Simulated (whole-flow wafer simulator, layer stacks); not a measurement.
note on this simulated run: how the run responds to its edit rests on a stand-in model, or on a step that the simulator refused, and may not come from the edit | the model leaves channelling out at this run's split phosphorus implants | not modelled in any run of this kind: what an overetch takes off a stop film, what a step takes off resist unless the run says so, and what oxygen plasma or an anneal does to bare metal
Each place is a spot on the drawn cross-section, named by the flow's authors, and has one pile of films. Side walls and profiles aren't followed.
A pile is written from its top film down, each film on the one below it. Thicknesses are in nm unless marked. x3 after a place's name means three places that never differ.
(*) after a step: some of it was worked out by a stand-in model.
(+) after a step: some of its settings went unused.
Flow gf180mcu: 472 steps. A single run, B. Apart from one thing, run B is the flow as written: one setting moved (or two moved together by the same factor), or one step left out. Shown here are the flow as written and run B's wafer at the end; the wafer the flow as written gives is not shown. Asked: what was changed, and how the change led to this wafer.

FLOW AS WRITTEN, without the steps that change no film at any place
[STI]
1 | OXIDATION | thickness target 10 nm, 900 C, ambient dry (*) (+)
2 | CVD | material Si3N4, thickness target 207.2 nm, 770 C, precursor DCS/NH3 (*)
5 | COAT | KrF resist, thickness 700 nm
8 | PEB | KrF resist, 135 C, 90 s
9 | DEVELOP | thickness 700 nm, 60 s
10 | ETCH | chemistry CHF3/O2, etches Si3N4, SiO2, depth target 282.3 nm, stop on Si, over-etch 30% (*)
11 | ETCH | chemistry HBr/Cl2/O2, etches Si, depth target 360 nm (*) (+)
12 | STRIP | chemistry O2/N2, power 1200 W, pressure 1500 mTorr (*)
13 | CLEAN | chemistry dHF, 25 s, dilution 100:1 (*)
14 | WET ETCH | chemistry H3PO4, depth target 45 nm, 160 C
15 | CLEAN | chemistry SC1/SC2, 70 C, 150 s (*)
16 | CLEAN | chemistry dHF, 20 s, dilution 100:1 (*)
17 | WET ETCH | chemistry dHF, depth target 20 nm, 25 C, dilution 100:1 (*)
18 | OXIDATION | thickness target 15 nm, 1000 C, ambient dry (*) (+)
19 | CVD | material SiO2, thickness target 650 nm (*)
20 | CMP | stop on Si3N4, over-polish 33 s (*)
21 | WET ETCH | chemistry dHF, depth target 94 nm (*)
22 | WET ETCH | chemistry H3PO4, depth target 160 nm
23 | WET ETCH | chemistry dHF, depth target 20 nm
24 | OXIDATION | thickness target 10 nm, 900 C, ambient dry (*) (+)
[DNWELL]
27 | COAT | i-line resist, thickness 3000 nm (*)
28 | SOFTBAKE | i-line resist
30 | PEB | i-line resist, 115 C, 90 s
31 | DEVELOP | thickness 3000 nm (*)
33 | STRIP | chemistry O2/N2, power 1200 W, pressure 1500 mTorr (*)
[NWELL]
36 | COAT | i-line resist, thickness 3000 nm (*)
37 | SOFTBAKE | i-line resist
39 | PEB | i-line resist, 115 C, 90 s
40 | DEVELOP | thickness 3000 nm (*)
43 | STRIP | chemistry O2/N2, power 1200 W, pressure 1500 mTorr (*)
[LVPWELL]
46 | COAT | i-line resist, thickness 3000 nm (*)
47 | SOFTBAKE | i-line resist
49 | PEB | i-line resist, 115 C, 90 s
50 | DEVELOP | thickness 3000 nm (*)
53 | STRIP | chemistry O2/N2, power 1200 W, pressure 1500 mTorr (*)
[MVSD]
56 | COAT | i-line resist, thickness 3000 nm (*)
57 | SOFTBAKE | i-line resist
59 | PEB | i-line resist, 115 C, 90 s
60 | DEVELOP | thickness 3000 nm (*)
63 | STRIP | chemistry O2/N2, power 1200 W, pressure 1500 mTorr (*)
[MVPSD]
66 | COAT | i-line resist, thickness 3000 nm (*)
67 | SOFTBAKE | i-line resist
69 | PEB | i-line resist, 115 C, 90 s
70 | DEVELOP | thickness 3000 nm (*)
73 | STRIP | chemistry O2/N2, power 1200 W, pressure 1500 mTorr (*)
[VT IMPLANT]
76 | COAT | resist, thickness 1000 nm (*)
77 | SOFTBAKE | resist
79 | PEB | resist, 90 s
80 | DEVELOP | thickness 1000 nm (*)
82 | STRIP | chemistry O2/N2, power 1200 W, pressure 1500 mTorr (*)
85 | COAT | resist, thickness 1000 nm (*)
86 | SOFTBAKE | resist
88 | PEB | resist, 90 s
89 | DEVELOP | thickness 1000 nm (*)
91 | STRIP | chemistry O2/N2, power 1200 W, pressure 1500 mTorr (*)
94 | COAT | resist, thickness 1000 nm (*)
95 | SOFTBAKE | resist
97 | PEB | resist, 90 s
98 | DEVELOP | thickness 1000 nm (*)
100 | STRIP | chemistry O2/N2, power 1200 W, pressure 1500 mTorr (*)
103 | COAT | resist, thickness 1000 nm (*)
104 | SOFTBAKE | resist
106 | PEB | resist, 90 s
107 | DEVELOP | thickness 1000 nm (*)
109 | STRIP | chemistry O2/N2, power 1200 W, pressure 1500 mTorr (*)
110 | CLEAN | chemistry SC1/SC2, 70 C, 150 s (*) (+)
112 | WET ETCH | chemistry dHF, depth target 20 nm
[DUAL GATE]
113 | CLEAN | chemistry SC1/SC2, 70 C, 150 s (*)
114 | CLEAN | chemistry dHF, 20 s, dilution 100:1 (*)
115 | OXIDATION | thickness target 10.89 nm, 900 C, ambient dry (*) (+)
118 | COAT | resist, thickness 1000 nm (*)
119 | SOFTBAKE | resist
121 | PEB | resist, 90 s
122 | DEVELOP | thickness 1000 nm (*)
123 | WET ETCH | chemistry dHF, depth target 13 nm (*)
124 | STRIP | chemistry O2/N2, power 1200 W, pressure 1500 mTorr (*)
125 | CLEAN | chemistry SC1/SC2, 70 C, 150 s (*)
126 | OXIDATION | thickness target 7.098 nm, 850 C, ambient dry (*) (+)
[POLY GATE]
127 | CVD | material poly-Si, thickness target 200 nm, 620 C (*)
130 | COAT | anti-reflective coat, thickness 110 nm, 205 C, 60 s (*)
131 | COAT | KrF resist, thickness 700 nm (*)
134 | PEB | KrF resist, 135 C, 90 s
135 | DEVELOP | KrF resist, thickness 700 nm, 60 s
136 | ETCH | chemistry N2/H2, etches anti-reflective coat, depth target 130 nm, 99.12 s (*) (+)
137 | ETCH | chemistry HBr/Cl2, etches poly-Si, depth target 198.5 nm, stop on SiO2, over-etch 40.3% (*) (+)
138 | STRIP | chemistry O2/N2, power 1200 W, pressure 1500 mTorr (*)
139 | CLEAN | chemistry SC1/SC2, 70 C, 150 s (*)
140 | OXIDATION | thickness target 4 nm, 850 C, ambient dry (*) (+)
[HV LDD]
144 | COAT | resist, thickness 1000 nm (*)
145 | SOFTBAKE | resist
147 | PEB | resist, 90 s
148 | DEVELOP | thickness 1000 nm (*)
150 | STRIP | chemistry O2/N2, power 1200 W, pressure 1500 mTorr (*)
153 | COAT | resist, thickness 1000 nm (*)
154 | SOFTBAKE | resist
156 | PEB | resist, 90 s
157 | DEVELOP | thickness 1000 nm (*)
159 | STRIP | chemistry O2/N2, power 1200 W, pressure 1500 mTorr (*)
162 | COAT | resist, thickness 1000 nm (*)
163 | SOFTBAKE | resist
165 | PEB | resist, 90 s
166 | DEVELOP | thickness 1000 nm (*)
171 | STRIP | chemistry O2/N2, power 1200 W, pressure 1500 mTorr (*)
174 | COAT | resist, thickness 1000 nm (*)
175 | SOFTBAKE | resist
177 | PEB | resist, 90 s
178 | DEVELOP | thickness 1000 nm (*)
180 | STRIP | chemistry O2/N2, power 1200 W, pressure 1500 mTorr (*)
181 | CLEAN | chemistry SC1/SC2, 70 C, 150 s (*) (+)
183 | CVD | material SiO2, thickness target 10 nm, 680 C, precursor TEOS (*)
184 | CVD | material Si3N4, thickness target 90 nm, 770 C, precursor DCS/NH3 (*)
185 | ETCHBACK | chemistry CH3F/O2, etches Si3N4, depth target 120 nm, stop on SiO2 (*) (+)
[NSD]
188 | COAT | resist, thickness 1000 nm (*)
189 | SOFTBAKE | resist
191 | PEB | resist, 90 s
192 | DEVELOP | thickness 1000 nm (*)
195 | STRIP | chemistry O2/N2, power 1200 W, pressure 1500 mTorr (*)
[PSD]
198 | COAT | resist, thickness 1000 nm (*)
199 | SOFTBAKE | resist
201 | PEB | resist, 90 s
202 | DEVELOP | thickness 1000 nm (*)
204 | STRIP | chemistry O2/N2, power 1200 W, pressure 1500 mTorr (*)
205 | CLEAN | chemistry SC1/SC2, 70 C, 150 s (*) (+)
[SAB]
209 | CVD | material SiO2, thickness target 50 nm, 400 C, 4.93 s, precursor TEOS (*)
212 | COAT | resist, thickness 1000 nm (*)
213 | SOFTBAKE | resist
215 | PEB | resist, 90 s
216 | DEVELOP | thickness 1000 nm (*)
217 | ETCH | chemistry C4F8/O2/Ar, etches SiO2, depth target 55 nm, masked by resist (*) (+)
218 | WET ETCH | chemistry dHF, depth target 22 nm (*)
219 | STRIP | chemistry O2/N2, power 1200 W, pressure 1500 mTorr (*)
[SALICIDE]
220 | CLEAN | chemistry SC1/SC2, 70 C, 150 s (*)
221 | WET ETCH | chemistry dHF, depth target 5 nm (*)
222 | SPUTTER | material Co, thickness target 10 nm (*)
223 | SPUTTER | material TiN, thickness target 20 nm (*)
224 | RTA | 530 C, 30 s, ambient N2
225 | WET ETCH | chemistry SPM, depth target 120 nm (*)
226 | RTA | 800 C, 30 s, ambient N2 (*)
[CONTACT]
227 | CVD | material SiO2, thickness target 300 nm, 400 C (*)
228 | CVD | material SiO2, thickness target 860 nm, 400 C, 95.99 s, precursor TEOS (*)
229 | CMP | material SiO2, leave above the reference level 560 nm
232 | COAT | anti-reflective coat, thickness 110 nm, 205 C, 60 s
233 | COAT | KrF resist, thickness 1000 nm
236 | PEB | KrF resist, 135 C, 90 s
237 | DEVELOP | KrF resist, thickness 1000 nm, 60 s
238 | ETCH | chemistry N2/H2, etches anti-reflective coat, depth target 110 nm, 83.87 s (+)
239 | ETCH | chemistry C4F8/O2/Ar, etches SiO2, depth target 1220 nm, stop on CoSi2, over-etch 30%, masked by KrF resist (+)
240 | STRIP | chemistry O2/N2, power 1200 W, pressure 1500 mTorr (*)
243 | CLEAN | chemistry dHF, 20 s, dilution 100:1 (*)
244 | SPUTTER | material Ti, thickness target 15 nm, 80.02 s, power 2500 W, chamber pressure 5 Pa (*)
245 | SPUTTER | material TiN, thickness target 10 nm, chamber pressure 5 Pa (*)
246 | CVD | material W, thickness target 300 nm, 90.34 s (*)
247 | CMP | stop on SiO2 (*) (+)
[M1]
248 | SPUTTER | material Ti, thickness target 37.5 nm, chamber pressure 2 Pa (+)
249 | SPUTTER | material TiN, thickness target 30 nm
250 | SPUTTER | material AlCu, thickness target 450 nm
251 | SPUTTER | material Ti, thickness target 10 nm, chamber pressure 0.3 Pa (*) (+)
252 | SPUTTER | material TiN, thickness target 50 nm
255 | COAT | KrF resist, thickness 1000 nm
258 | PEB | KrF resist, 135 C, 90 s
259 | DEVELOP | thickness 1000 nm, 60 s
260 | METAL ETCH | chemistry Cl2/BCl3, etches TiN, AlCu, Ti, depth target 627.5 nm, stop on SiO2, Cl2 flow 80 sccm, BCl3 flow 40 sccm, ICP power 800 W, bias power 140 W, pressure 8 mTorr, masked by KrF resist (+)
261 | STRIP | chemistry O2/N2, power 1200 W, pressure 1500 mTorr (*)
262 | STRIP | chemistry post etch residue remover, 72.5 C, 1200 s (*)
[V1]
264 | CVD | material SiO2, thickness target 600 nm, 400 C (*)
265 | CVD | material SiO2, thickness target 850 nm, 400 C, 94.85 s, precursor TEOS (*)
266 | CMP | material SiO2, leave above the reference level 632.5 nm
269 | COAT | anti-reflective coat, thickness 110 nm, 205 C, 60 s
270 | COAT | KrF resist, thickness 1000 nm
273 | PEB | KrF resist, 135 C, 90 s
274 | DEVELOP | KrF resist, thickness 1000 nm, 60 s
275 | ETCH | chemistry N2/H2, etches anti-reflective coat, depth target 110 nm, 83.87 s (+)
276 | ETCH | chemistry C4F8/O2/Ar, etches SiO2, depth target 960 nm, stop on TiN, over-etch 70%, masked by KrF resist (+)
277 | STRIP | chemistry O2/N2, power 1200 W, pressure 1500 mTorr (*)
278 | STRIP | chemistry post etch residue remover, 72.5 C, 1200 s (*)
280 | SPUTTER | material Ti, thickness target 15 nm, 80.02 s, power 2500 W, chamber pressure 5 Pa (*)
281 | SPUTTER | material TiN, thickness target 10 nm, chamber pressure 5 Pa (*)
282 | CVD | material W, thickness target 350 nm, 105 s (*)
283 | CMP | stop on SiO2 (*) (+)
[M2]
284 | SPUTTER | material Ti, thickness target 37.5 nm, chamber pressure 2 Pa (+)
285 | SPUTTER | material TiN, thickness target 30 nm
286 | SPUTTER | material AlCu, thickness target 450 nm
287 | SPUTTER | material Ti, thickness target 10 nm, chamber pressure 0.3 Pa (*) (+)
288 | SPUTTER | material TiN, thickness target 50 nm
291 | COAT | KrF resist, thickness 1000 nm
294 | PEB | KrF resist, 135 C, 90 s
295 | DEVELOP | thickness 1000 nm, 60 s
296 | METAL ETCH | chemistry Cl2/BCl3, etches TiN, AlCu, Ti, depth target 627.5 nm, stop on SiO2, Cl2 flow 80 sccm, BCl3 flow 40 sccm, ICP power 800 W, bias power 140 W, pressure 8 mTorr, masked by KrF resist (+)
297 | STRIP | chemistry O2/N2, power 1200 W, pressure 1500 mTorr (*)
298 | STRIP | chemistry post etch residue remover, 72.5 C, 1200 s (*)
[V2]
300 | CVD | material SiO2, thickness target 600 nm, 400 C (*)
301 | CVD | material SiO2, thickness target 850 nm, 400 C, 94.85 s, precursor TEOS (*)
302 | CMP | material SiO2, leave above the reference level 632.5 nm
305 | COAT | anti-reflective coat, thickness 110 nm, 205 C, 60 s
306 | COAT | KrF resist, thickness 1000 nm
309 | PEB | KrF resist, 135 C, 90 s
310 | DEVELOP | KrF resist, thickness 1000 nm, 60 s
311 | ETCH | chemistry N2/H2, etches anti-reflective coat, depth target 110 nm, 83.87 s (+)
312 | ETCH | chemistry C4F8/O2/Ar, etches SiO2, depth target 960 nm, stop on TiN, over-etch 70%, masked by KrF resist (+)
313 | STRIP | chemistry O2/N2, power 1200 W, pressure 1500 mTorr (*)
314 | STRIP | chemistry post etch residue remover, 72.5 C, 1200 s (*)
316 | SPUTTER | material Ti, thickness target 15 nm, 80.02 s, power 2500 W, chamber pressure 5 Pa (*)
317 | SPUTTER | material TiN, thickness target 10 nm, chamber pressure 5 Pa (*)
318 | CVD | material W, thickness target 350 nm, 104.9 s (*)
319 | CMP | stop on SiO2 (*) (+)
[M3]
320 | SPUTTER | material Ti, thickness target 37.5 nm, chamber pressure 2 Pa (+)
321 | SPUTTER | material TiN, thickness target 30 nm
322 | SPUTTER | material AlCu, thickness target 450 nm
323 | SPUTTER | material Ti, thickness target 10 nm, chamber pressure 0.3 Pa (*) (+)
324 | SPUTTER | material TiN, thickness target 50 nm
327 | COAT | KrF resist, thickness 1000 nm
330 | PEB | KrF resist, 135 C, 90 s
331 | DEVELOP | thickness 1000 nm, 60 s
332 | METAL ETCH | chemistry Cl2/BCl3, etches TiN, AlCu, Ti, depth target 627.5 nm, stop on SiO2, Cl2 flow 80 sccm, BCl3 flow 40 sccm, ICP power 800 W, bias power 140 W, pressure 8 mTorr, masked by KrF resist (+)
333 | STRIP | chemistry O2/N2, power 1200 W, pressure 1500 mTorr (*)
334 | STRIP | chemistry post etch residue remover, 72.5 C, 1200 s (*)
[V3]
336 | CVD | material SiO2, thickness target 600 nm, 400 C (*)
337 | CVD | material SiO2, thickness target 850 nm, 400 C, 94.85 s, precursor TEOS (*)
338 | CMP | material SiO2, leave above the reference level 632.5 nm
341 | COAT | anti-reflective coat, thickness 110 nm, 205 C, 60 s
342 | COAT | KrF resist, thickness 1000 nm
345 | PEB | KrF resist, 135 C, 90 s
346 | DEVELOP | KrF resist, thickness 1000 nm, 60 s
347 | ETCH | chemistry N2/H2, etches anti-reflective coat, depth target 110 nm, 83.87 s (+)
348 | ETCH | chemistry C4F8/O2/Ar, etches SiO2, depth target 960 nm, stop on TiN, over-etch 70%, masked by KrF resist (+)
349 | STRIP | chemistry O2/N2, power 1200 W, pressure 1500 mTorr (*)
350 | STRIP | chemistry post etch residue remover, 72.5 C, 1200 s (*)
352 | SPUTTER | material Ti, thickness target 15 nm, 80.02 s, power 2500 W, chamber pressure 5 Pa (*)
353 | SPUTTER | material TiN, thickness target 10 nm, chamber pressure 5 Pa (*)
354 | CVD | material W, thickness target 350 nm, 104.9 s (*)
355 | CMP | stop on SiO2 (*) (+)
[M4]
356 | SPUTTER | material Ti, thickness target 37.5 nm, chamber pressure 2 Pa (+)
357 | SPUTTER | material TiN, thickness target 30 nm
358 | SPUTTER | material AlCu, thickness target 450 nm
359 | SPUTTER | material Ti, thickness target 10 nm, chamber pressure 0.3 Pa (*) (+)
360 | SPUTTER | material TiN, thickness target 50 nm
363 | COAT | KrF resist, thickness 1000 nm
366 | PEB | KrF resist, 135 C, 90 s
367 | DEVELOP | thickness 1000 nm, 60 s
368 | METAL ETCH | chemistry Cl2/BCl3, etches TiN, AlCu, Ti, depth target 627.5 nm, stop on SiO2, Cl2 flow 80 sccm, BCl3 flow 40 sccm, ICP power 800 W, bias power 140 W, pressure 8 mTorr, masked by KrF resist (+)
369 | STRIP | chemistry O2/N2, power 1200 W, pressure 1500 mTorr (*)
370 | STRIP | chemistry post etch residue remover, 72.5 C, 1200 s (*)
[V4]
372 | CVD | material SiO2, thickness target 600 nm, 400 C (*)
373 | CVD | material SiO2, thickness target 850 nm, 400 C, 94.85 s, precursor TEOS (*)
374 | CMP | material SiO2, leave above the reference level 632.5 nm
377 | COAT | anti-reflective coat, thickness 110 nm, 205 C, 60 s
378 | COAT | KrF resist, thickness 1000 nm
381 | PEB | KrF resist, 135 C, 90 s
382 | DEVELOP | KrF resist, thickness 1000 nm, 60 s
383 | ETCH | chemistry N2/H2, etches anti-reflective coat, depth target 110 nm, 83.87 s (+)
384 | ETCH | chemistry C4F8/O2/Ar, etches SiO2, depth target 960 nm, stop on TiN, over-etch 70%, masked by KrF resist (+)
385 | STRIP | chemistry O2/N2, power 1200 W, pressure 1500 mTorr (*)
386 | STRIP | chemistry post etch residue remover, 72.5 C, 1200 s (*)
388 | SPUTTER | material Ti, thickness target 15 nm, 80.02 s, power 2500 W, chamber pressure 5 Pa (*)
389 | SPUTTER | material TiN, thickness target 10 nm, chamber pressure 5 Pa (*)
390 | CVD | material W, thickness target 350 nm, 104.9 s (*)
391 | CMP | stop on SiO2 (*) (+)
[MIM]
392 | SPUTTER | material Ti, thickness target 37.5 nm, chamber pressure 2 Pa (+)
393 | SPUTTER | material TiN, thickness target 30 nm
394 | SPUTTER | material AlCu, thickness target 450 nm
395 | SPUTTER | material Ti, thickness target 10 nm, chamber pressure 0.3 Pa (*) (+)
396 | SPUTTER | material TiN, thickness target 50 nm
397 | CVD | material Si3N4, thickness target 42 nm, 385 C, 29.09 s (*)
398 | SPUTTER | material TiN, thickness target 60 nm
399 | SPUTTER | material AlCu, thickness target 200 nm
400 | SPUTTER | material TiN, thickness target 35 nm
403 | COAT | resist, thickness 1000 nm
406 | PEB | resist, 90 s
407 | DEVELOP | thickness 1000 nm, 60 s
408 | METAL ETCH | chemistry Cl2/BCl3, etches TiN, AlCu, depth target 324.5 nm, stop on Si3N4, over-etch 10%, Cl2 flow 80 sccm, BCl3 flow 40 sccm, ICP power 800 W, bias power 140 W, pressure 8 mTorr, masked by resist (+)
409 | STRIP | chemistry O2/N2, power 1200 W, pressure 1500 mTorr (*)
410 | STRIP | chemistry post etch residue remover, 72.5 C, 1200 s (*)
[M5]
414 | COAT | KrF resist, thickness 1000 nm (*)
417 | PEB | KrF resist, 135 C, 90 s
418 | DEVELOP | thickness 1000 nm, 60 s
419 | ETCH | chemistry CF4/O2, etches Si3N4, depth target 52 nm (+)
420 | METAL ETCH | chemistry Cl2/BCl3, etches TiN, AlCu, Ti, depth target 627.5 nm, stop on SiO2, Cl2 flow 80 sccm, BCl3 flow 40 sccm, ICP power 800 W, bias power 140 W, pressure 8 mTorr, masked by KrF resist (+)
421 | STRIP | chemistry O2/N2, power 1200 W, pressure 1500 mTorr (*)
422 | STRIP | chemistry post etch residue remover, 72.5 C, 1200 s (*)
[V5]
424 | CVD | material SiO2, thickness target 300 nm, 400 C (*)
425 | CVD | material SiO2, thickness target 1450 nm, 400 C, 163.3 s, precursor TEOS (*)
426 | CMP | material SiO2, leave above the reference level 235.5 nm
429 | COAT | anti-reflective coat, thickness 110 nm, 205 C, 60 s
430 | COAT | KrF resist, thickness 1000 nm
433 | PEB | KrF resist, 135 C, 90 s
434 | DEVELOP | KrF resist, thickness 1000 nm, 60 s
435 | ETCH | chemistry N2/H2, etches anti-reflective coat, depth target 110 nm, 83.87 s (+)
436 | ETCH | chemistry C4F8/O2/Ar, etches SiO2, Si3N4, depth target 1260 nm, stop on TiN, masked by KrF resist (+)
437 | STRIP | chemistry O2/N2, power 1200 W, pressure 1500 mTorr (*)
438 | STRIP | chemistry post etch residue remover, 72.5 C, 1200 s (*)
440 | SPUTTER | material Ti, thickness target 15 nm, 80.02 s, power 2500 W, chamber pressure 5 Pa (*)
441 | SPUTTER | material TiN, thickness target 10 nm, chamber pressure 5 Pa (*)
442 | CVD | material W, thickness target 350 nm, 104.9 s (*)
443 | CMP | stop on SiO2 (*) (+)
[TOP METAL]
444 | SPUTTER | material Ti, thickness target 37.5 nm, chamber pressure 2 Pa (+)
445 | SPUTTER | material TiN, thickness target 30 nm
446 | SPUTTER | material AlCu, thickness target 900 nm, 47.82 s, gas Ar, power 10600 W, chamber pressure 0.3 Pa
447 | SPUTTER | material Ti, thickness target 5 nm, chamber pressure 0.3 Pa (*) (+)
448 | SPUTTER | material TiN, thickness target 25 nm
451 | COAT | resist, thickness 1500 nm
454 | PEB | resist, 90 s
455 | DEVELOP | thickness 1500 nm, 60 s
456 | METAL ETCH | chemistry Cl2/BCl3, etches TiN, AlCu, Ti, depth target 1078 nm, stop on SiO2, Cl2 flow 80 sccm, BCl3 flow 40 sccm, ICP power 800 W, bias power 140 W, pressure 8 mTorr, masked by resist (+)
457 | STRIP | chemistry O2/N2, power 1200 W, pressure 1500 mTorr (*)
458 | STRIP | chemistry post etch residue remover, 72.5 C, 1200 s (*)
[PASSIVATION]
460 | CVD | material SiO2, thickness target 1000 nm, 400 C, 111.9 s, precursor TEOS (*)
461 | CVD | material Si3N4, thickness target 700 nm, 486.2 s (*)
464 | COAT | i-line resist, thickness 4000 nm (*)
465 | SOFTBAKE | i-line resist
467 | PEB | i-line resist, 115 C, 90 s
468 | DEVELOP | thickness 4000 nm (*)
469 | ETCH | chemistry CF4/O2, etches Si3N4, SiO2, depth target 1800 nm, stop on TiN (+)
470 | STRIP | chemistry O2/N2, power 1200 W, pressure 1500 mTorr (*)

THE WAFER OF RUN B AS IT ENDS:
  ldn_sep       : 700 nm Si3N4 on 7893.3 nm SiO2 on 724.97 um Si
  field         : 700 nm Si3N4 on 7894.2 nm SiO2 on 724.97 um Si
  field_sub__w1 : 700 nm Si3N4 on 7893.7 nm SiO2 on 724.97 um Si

What caused this: step 11, ETCH: chemistry HBr/Cl2/O2, etches Si, depth target 360 nm (*) (+), was not run.

The path from the change to this, step by step:
  12 | STRIP | chemistry O2/N2, power 1200 W, pressure 1500 mTorr (*)
      active, n_well, p_well and 40 more: -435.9 KrF resist (all of it) (it would be, as written: -323.5 KrF resist (all of it))
  19 | CVD | material SiO2, thickness target 650 nm (*)
      ld_fp_n, ld_drift_n, ld_fp_p, ld_drift_p, ldn_fp, ldn_dft, ldp_fp, ldp_dft: +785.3 SiO2 (it would be, as written: +1163.5 SiO2)
      ldn_sep, ldp_sep: +777.4 SiO2 (it would be, as written: +1163.5 SiO2)
      (as well as at 1 more place)
  20 | CMP | stop on Si3N4, over-polish 33 s (*)
      sti, mim_1p0, pad and 11 more: -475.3 SiO2 (it would be, as written: -138.3 SiO2)
      ldn_fp, ldn_dft, ldp_fp, ldp_dft: -610.5 SiO2 (it would be, as written: -651.9 SiO2)
      (as well as at 19 more places)
  24 | OXIDATION | thickness target 10 nm, 900 C, ambient dry (*) (+)
      sti, mim_1p0, pad and 17 more: +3 SiO2, -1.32 Si (it would be, as written: +1.02 SiO2, -0.45 Si)
      field, nw_sep_fld: +3.19 SiO2, -1.4 Si (it would be, as written: +1.04 SiO2, -0.46 Si)
      (as well as at 15 more places)
  115 | OXIDATION | thickness target 10.89 nm, 900 C, ambient dry (*) (+)
      sti, mim_1p0, pad and 19 more: +4.04 SiO2, -1.78 Si (it would be, as written: +1.22 SiO2, -0.54 Si)
      field, field__w1, field__w2, field__w3, field__w6, field__w12: +4.86 SiO2, -2.14 Si (it would be, as written: +1.25 SiO2, -0.55 Si)
      (as well as at 21 more places)
  126 | OXIDATION | thickness target 7.098 nm, 850 C, ambient dry (*) (+)
      ldn_sep, ldn_fp, ldn_dft and 9 more: +2.1 SiO2, -0.92 Si (it would be, as written: +0.52 SiO2, -0.23 Si)
      sti, mim_1p0, pad and 7 more: +2.93 SiO2, -1.29 Si (it would be, as written: +0.53 SiO2, -0.24 Si)
      (as well as at 27 more places)
  130 | COAT | anti-reflective coat, thickness 110 nm, 205 C, 60 s (*)
      p_well, spacer, sd_n: +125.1 anti-reflective coat (new film) (it would be, as written: +121 anti-reflective coat (new film))
      field__w1: +97 anti-reflective coat (new film) (it would be, as written: +99.6 anti-reflective coat (new film))
      (as well as at 9 more places)
  136 | ETCH | chemistry N2/H2, etches anti-reflective coat, depth target 130 nm, 99.12 s (*) (+)
      p_well, spacer, sd_n: -125.1 anti-reflective coat (all of it), -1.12 poly-Si (it would be, as written: -121 anti-reflective coat (all of it), -1.23 poly-Si)
      field__w1: -97 anti-reflective coat (all of it), -1.85 poly-Si (it would be, as written: -99.6 anti-reflective coat (all of it), -1.78 poly-Si)
      (as well as at 9 more places)
  140 | OXIDATION | thickness target 4 nm, 850 C, ambient dry (*) (+)
      sti, m1, mim_1p0, pad, dice_street, iso_nw_fld, nw_enc_fld_lv, iso_fld_sub: +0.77 SiO2, -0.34 Si (it would be, as written: +0.15 SiO2, -0.07 Si)
      field, field__w3, field__w12, field_sub, field_sub__w2, mim, sti_nw: +0.78 SiO2, -0.34 Si (it would be, as written: +0.15 SiO2, -0.07 Si)
      (as well as at 9 more places)
  189 | SOFTBAKE | resist
      field__w9: -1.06 resist (it would be, as written: +1.85 resist)
      active_hv: +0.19 resist (it would be, as written: +0.78 resist)
      (as well as at 1 more place)
  199 | SOFTBAKE | resist
      field__w9: -1.06 resist (it would be, as written: +1.85 resist)
      active_hv: +0.19 resist (it would be, as written: +0.78 resist)
      (as well as at 1 more place)
  218 | WET ETCH | chemistry dHF, depth target 22 nm (*)
      sti, mim_1p0, pad, dice_street, iso_nw_fld, iso_fld_sub: -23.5 SiO2 (it would be, as written: -24.5 SiO2)
      field__w1, field__w6: -23.7 SiO2 (it would be, as written: -24.4 SiO2)
      (as well as at 18 more places)
  226 | RTA | 800 C, 30 s, ambient N2 (*)
      ld_sd_n: +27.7 CoSi2 (new film), -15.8 CoSi (all of it), -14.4 Si (it would be, as written: +28.3 CoSi2 (new film), -16.1 CoSi (all of it), -14.7 Si)
  229 | CMP | material SiO2, leave above the reference level 560 nm
      field__w7, field__w8: -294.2 SiO2 (it would be, as written: -286.8 SiO2)
      field_sub, field_sub__w2: -273.3 SiO2 (it would be, as written: -265.7 SiO2)
      (as well as at 17 more places)
